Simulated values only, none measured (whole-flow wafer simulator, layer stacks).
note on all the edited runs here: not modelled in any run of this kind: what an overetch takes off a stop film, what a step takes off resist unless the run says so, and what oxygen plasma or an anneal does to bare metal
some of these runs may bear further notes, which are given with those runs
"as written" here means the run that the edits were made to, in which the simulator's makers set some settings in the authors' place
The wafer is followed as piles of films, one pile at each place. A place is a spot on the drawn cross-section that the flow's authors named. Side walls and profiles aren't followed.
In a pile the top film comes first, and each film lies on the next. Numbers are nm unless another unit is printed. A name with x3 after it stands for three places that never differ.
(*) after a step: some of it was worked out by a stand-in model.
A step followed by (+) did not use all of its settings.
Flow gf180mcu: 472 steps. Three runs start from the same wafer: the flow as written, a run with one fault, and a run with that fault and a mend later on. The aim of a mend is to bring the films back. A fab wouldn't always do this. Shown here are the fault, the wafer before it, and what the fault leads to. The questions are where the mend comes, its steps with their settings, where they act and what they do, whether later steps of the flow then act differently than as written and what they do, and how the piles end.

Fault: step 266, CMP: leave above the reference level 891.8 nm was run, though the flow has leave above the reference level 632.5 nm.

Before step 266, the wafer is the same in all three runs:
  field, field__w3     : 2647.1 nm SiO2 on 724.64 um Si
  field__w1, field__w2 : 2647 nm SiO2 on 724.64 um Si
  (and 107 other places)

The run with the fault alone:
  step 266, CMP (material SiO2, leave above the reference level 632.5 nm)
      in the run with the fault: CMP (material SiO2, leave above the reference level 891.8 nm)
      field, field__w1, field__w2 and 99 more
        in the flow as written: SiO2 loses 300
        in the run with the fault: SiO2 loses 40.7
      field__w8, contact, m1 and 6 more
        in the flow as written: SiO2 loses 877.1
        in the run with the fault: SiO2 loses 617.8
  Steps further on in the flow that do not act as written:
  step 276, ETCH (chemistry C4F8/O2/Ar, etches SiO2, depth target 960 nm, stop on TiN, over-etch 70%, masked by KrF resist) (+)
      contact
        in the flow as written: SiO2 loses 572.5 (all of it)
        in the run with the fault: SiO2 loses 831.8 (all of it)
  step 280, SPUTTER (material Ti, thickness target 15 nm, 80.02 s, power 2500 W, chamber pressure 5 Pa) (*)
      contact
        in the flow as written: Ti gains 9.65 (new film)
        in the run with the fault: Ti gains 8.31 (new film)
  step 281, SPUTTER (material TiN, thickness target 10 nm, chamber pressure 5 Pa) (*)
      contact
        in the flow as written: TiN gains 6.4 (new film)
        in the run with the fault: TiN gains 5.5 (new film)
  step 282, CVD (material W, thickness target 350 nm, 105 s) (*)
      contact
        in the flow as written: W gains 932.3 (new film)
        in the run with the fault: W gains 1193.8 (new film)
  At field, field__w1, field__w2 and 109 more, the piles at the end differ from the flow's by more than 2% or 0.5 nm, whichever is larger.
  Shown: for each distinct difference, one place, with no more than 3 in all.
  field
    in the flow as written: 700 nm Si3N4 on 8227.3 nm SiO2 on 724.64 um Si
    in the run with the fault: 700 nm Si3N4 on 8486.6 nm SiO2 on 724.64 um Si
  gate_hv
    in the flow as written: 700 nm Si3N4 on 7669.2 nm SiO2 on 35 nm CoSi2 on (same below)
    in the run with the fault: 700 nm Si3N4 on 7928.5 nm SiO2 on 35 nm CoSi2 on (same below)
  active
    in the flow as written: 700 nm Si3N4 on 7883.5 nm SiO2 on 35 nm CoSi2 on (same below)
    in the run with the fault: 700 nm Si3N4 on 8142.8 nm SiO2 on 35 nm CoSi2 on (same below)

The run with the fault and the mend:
  After step 274 comes the mend.
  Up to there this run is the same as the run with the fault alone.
  step 274a, STRIP (chemistry O2/N2, power 2160 W, pressure 1700 mTorr) (*)
      field, field__w1, field__w2 and 107 more
        KrF resist loses 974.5 (all of it), anti-reflective coat loses 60 (all of it)
      contact
        anti-reflective coat loses 60 (all of it)
  step 274b, CMP (material SiO2, leave above the reference level 632.5 nm) (the flow's step 266, run once more)
      field, field__w1, field__w2 and 108 more
        SiO2 loses 259.3
  step 274c, HMDS (120 C, 60 s) (the flow's step 268, run once more)
      alters no film at any place that is followed
  step 274d, COAT (anti-reflective coat, thickness 60 nm, 182 C, 71 s) (the flow's step 269, run once more)
      field, field__w1, field__w2 and 108 more
        anti-reflective coat gains 60 (new film)
  step 274e, COAT (KrF resist, thickness 1000 nm) (the flow's step 270, run once more)
      field, field__w1, field__w2 and 108 more
        KrF resist gains 1000 (new film)
  step 274f, SOFTBAKE (KrF resist) (the flow's step 271, run once more)
      alters no film at any place that is followed
  step 274g, EXPOSE (photomask Via1) (the flow's step 272, run once more)
      alters no film at any place that is followed
  step 274h, PEB (KrF resist, 135 C, 90 s) (the flow's step 273, run once more)
      field, field__w1, field__w2 and 108 more
        KrF resist loses 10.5
  step 274i, DEVELOP (KrF resist, thickness 1000 nm, 60 s) (the flow's step 274, run once more)
      field, field__w1, field__w2 and 107 more
        KrF resist loses 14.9
      contact
        KrF resist loses 989.5 (all of it)
  None of the later steps of the flow acts differently than as written at any place that is followed.
  By the end, the piles equal the flow's at every place that both follow.
